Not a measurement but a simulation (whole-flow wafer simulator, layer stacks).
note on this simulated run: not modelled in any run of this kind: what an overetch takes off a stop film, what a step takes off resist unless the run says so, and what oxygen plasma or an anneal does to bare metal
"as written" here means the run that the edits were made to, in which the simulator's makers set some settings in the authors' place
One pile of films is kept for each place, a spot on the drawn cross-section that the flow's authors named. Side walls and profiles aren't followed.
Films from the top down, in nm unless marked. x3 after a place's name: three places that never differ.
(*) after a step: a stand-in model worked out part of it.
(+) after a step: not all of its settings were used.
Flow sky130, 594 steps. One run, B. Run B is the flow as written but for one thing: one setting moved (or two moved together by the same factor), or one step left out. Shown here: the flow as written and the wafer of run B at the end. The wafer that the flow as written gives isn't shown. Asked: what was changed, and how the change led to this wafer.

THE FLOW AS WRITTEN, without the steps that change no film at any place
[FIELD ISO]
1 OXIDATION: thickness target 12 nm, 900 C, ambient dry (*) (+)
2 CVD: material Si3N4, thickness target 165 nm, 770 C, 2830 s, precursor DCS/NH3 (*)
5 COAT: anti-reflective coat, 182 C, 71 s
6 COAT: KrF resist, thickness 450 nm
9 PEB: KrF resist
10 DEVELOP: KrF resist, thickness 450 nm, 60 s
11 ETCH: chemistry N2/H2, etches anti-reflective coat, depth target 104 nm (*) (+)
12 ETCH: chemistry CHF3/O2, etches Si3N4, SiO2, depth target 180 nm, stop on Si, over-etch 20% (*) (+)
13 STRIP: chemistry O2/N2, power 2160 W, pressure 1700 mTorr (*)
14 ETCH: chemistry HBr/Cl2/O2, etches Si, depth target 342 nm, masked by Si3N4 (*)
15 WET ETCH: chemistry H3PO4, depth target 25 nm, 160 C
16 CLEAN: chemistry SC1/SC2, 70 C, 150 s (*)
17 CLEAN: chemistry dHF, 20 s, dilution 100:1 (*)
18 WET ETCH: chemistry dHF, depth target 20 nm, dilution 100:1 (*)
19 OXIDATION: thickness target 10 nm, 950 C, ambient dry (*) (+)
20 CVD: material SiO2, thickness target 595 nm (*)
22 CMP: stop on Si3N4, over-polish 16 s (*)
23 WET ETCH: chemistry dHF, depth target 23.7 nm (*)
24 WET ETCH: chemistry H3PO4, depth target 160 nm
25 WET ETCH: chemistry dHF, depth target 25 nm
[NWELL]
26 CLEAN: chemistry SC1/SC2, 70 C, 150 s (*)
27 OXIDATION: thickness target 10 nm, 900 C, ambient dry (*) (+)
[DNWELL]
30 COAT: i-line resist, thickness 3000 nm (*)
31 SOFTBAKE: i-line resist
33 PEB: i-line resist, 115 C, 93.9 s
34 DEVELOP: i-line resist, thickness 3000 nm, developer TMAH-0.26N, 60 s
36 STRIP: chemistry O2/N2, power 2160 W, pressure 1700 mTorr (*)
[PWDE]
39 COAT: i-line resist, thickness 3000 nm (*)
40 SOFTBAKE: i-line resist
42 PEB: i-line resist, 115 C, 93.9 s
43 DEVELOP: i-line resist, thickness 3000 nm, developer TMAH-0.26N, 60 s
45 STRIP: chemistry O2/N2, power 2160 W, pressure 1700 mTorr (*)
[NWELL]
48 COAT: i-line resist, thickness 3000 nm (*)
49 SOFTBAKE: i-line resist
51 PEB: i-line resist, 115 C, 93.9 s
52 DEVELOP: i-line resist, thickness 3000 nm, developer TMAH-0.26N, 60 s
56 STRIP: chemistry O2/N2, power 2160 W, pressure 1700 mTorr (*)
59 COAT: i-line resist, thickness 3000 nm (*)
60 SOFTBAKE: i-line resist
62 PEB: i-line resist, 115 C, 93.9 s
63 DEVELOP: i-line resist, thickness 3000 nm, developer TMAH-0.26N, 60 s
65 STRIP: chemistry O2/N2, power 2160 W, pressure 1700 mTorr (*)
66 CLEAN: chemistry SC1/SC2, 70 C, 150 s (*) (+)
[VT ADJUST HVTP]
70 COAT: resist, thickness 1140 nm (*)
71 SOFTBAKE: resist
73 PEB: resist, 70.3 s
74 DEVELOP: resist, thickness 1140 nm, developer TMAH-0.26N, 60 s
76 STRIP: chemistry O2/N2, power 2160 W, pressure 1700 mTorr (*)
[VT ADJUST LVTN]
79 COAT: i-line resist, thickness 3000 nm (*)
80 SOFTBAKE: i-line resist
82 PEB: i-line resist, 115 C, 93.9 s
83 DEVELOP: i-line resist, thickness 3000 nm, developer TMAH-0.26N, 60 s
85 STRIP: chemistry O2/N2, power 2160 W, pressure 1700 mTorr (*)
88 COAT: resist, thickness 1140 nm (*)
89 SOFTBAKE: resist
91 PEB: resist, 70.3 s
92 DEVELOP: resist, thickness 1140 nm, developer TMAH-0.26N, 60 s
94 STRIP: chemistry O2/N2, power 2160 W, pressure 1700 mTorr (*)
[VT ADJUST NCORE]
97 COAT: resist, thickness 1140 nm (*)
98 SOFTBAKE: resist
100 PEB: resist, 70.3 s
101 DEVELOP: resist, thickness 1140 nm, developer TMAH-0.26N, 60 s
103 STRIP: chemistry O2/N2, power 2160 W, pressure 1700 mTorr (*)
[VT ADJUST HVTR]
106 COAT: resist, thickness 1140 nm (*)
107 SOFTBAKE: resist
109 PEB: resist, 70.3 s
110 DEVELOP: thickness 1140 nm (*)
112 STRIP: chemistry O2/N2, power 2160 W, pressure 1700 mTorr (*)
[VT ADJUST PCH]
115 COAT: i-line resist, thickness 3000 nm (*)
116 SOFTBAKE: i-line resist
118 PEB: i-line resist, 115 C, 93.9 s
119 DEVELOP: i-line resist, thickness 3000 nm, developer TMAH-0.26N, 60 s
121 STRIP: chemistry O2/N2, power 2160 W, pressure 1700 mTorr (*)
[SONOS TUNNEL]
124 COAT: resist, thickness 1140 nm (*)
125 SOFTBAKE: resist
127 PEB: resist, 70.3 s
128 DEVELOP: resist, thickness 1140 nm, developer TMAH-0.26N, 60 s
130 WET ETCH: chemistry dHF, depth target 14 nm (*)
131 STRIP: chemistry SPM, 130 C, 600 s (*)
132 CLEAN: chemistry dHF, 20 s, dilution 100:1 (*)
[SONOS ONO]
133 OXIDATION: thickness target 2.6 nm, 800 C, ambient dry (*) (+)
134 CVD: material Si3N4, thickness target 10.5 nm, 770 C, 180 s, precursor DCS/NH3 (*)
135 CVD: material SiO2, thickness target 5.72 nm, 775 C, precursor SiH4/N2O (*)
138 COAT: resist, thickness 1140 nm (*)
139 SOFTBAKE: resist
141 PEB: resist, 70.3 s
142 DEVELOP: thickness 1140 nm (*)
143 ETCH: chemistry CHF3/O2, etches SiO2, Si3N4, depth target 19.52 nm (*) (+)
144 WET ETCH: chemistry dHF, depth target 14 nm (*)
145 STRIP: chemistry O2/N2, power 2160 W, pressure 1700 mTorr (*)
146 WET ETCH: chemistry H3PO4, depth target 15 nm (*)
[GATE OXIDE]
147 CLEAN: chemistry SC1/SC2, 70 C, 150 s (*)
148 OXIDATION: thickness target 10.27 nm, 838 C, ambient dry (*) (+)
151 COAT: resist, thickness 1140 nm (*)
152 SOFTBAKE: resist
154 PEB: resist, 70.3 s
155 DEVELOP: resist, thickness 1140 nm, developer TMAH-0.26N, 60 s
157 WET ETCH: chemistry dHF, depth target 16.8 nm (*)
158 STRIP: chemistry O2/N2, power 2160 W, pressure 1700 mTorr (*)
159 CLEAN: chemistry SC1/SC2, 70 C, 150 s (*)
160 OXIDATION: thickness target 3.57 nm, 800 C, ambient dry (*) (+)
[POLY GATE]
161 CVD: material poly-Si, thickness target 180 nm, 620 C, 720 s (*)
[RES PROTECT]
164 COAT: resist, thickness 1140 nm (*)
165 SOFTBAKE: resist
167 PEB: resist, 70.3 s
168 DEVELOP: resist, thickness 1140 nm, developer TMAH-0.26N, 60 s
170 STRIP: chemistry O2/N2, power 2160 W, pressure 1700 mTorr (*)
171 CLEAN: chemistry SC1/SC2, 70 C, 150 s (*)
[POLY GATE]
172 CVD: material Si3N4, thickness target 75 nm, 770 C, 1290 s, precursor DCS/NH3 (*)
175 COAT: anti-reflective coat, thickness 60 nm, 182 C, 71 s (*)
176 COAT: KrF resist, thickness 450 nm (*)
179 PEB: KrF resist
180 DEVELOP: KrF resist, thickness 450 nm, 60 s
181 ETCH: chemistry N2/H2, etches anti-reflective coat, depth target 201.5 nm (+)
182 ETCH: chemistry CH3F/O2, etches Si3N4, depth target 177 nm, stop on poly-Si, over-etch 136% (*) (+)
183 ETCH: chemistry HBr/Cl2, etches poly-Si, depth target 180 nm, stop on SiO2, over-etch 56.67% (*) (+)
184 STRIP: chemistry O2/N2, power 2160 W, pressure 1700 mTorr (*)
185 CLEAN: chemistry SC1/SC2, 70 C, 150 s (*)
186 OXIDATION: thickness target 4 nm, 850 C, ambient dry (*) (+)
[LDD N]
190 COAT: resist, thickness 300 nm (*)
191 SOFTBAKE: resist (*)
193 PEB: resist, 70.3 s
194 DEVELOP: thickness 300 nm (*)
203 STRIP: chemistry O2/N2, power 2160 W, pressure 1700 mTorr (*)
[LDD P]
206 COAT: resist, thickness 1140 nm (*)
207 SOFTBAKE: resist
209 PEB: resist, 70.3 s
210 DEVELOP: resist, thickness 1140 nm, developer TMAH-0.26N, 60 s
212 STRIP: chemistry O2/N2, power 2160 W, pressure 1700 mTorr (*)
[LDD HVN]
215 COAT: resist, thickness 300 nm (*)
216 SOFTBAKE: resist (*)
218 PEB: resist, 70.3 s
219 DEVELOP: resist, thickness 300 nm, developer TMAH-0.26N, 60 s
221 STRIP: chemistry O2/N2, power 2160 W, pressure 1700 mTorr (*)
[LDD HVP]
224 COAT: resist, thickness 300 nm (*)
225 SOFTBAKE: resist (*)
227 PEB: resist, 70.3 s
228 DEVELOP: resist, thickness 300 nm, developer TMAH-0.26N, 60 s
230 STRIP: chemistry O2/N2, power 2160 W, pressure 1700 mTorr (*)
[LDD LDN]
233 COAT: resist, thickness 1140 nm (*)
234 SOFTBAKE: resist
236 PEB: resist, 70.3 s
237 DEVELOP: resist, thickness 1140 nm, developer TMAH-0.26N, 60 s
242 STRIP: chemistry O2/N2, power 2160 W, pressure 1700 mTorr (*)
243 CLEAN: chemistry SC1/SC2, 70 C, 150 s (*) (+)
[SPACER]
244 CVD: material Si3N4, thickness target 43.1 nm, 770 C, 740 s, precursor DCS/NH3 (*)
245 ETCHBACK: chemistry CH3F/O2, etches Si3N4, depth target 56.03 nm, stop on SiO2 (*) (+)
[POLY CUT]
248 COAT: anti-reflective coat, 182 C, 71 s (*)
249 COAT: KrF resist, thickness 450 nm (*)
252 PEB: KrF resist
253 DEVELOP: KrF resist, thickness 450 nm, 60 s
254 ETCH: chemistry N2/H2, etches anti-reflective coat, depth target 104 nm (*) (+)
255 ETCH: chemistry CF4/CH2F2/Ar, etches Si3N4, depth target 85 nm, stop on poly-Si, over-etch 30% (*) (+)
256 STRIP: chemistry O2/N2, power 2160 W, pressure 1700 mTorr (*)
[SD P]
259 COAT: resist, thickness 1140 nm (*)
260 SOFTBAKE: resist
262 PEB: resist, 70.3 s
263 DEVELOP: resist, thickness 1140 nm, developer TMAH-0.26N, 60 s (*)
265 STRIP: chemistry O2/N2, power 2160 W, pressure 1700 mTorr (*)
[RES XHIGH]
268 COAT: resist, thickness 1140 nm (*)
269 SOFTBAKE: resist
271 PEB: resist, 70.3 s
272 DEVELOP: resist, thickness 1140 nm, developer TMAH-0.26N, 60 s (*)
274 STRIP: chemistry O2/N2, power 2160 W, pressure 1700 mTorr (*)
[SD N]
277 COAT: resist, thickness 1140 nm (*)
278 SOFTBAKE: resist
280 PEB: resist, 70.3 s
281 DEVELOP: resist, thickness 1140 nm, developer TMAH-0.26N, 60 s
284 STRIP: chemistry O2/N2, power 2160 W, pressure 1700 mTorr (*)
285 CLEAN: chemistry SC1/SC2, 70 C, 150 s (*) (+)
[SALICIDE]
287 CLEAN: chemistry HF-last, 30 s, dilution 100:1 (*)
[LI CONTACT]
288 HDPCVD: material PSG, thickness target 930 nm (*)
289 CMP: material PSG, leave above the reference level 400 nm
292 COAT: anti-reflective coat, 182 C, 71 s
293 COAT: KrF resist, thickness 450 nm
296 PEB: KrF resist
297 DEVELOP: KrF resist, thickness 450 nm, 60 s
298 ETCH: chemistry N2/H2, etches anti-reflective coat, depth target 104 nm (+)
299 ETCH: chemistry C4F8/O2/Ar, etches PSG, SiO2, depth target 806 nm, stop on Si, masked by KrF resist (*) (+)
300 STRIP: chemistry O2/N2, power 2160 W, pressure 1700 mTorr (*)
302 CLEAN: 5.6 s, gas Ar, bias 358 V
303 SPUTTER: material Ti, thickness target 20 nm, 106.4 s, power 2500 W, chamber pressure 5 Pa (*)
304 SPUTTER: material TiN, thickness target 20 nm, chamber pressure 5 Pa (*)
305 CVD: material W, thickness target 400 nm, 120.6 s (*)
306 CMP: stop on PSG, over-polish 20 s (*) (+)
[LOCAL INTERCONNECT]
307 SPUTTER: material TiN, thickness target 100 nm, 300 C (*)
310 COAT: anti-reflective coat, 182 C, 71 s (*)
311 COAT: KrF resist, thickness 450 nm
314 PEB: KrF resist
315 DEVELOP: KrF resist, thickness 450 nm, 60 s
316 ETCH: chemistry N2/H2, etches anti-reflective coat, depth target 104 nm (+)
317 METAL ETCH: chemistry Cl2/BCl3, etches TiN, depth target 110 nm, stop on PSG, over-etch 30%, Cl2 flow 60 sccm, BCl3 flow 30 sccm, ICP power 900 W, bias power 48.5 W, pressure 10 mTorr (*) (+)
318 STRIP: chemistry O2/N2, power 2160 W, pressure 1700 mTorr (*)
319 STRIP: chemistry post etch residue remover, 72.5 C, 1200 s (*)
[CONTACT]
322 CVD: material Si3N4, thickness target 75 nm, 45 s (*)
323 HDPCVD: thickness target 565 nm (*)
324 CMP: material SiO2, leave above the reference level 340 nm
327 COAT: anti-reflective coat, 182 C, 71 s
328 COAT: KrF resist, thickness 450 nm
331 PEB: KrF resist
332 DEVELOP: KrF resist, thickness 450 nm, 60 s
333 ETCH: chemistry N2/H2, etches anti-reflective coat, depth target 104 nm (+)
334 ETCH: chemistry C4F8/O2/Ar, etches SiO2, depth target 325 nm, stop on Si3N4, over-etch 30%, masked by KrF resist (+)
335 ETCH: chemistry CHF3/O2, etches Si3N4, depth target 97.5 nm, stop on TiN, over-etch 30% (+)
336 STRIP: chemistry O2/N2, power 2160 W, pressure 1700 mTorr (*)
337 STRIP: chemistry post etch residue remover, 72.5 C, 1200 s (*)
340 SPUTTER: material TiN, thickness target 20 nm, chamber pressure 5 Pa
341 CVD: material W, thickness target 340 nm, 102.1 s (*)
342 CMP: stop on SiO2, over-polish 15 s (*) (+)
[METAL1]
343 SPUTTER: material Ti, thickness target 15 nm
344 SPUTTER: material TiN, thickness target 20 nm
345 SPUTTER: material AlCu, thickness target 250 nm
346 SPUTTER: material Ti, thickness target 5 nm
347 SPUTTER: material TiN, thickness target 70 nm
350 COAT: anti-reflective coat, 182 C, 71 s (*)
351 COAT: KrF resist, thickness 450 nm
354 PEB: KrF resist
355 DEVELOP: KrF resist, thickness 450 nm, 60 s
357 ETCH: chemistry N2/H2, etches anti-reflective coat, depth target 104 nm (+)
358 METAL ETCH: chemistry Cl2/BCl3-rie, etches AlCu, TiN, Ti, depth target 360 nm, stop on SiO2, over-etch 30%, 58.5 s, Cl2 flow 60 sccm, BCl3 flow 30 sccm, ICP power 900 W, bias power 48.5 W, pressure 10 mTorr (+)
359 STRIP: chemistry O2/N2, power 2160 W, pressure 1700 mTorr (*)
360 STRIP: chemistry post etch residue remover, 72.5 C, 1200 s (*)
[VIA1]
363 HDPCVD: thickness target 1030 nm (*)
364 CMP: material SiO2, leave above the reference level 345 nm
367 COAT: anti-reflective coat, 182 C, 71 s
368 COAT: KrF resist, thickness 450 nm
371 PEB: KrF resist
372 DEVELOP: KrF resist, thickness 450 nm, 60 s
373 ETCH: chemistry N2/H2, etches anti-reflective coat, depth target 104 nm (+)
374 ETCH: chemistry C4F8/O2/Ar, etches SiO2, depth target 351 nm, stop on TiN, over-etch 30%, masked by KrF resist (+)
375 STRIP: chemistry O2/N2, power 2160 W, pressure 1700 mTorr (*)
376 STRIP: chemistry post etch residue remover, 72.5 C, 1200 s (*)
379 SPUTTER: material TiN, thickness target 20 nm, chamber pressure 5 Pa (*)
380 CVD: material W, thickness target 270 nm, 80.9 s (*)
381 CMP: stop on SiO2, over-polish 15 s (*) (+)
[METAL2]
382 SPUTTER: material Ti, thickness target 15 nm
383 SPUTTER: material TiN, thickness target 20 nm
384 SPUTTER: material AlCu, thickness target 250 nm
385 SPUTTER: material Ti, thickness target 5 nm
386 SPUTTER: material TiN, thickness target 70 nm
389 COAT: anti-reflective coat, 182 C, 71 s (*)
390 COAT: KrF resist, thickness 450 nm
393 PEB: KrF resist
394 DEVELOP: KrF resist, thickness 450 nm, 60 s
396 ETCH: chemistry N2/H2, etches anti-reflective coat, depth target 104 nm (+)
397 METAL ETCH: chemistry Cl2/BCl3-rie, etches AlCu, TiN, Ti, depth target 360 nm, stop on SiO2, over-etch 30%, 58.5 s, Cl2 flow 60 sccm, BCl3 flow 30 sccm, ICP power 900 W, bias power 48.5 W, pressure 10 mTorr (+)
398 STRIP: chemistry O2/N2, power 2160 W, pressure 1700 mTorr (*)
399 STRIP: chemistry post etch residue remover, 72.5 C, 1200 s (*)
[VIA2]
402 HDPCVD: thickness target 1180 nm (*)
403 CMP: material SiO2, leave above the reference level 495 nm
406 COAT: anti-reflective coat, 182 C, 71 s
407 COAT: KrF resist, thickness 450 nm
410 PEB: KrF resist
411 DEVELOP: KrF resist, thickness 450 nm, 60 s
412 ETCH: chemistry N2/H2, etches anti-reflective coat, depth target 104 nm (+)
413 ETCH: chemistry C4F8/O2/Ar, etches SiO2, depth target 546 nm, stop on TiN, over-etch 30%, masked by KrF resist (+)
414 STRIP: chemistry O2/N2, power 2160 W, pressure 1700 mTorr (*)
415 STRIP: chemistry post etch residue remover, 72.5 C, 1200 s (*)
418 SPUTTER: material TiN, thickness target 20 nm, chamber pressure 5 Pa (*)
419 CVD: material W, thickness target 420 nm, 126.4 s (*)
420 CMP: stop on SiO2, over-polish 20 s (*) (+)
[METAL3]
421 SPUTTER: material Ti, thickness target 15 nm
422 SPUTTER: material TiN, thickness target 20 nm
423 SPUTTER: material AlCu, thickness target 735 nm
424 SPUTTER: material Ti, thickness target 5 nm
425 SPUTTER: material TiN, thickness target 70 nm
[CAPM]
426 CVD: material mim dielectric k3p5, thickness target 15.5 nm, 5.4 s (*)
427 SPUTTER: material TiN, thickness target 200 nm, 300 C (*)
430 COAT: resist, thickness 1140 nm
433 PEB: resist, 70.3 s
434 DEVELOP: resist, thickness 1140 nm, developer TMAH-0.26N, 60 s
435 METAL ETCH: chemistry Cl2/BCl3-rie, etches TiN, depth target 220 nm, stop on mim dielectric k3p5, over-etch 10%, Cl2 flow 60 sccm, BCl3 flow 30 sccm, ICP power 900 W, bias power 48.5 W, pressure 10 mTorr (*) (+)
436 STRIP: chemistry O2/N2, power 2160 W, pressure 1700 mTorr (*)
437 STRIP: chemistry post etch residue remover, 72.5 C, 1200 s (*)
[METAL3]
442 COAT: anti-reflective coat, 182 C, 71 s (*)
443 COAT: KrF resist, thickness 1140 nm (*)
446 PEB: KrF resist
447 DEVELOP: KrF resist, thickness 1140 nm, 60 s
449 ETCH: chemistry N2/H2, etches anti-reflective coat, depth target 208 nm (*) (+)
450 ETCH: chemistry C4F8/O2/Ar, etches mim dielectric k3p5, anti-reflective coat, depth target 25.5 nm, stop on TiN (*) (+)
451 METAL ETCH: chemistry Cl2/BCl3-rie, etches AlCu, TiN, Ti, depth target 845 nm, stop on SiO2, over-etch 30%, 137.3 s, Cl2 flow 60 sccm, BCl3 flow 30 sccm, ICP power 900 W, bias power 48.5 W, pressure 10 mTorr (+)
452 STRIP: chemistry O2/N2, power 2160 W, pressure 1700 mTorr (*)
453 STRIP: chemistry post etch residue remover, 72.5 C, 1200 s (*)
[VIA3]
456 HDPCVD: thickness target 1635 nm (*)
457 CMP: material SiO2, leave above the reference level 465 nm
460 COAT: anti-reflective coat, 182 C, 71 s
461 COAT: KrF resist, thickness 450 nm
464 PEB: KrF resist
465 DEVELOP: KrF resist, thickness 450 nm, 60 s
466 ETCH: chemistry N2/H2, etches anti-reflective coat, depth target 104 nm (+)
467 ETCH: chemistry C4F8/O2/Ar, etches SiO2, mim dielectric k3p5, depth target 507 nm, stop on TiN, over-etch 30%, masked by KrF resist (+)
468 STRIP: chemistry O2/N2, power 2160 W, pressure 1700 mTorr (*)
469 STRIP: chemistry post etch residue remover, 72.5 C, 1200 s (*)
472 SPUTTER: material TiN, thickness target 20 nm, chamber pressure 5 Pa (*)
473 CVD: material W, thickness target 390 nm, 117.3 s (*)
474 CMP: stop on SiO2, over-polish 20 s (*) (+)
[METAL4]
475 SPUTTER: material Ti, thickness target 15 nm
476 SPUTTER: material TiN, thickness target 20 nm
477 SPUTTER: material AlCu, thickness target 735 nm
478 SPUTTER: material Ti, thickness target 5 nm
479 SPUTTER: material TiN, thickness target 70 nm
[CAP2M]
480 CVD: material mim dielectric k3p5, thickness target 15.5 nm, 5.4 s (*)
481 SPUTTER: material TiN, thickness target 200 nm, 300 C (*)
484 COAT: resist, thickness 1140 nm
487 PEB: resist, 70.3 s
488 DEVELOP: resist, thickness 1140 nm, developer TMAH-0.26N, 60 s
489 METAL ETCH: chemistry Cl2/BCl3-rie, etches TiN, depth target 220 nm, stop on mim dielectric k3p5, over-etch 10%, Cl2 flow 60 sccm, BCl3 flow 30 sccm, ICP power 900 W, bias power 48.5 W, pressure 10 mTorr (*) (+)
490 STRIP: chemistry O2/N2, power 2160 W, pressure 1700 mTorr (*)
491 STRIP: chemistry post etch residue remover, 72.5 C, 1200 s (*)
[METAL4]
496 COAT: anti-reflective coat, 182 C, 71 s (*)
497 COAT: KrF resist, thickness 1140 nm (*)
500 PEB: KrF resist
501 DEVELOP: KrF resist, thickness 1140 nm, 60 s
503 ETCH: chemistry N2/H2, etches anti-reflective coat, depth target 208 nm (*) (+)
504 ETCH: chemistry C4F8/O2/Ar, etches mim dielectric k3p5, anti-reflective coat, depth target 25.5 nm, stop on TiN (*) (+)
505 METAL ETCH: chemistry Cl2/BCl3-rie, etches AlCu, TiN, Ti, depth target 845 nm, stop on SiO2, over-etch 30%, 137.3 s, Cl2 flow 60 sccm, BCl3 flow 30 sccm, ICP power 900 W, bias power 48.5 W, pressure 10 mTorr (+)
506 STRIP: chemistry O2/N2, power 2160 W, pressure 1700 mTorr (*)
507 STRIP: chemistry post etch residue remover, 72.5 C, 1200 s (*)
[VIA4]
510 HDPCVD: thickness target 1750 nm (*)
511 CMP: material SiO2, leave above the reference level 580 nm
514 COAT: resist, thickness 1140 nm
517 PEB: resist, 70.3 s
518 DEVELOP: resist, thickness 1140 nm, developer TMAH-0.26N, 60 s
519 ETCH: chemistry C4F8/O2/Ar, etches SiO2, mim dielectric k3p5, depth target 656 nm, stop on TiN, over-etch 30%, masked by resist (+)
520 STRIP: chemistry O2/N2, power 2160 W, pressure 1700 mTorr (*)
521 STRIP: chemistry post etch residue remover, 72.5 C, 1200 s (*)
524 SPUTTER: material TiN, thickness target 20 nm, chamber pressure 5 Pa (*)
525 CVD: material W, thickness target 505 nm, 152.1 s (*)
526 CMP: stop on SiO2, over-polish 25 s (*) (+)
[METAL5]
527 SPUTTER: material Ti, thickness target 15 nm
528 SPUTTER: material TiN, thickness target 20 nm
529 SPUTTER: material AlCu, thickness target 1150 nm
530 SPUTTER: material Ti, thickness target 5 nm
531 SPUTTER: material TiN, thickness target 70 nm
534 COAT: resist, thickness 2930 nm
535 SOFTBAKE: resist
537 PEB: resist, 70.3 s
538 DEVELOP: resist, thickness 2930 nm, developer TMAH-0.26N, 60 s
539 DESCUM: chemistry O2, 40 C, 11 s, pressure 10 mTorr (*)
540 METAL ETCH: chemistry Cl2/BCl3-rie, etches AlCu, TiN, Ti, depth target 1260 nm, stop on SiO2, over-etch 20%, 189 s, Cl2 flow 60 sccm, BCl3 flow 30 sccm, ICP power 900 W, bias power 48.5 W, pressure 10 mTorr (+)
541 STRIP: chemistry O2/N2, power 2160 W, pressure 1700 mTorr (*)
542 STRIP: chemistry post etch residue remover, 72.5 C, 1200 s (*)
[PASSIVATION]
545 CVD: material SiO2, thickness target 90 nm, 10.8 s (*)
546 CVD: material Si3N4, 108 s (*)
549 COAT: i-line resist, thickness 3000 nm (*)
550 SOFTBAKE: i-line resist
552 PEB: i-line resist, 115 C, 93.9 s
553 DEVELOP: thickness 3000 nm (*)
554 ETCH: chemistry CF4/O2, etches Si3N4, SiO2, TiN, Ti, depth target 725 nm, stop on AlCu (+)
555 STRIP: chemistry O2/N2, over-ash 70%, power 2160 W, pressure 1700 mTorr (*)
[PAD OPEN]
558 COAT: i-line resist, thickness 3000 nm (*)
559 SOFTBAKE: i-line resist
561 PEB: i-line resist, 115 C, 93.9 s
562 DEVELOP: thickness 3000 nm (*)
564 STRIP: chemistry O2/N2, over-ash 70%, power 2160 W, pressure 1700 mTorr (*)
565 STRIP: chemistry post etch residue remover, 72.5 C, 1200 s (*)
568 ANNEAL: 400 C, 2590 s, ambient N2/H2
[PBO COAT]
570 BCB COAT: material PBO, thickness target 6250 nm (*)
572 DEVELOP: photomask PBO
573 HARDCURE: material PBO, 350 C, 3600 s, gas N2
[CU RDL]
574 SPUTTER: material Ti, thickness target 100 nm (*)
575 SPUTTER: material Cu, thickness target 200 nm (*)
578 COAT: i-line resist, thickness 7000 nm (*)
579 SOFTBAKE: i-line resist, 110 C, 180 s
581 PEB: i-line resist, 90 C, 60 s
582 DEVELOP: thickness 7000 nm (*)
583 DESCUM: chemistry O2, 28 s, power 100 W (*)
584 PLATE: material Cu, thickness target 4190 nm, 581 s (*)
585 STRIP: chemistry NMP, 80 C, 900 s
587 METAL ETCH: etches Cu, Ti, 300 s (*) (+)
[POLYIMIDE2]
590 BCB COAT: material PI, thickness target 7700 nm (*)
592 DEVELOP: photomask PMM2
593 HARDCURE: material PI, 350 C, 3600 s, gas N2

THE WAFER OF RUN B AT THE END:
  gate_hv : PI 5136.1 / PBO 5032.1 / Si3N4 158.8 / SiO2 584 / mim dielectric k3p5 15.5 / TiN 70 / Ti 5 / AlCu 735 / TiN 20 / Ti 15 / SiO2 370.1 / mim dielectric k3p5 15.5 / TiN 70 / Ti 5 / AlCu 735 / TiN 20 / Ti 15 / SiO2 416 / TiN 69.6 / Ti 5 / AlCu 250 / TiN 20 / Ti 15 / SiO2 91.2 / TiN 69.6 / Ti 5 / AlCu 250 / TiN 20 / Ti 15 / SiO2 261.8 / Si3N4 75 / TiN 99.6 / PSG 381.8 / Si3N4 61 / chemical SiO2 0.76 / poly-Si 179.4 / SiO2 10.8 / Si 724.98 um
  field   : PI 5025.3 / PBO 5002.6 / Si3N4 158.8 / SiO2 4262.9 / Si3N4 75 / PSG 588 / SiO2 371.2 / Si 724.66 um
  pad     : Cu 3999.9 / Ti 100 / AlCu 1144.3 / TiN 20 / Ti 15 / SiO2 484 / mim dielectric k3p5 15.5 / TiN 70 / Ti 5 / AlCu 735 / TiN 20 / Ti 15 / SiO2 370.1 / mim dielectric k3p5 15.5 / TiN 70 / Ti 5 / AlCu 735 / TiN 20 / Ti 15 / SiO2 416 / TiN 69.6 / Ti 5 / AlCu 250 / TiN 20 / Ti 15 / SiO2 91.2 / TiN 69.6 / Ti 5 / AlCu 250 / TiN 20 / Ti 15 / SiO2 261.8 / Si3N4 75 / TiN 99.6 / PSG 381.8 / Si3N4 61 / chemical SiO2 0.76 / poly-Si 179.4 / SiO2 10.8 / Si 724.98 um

The cause: step 364, CMP: leave above the reference level 169 nm was run, where the flow has leave above the reference level 345 nm.

How the change led to this, step by step:
  364 CMP: material SiO2, leave above the reference level 345 nm
      n_well, p_well, gate_hv and 100 more: SiO2 -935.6 (as written it would be: SiO2 -759.6)
      field, active, gate and 81 more: SiO2 -565.1 (as written it would be: SiO2 -389.1)
      (and at 4 more places)
  374 ETCH: chemistry C4F8/O2/Ar, etches SiO2, depth target 351 nm, stop on TiN, over-etch 30%, masked by KrF resist (+)
      field, active, n_well and 186 more: KrF resist -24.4 (as written it would be: KrF resist -70.1)
      m1, via1_hole: SiO2 -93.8 (all of it) (as written it would be: SiO2 -269.8 (all of it))
  375 STRIP: chemistry O2/N2, power 2160 W, pressure 1700 mTorr (*)
      field, active, n_well and 186 more: KrF resist -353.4 (all of it), anti-reflective coat -80 (all of it) (as written it would be: KrF resist -307.7 (all of it), anti-reflective coat -80 (all of it))
  379 SPUTTER: material TiN, thickness target 20 nm, chamber pressure 5 Pa (*)
      m1: TiN +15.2 (as written it would be: TiN +11)
      via1_hole: TiN +15.2 (as written it would be: TiN +10.9)
  380 CVD: material W, thickness target 270 nm, 80.9 s (*)
      m1: W +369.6 (new film) (as written it would be: W +549.9 (new film))
      via1_hole: W +369.7 (new film) (as written it would be: W +549.9 (new film))
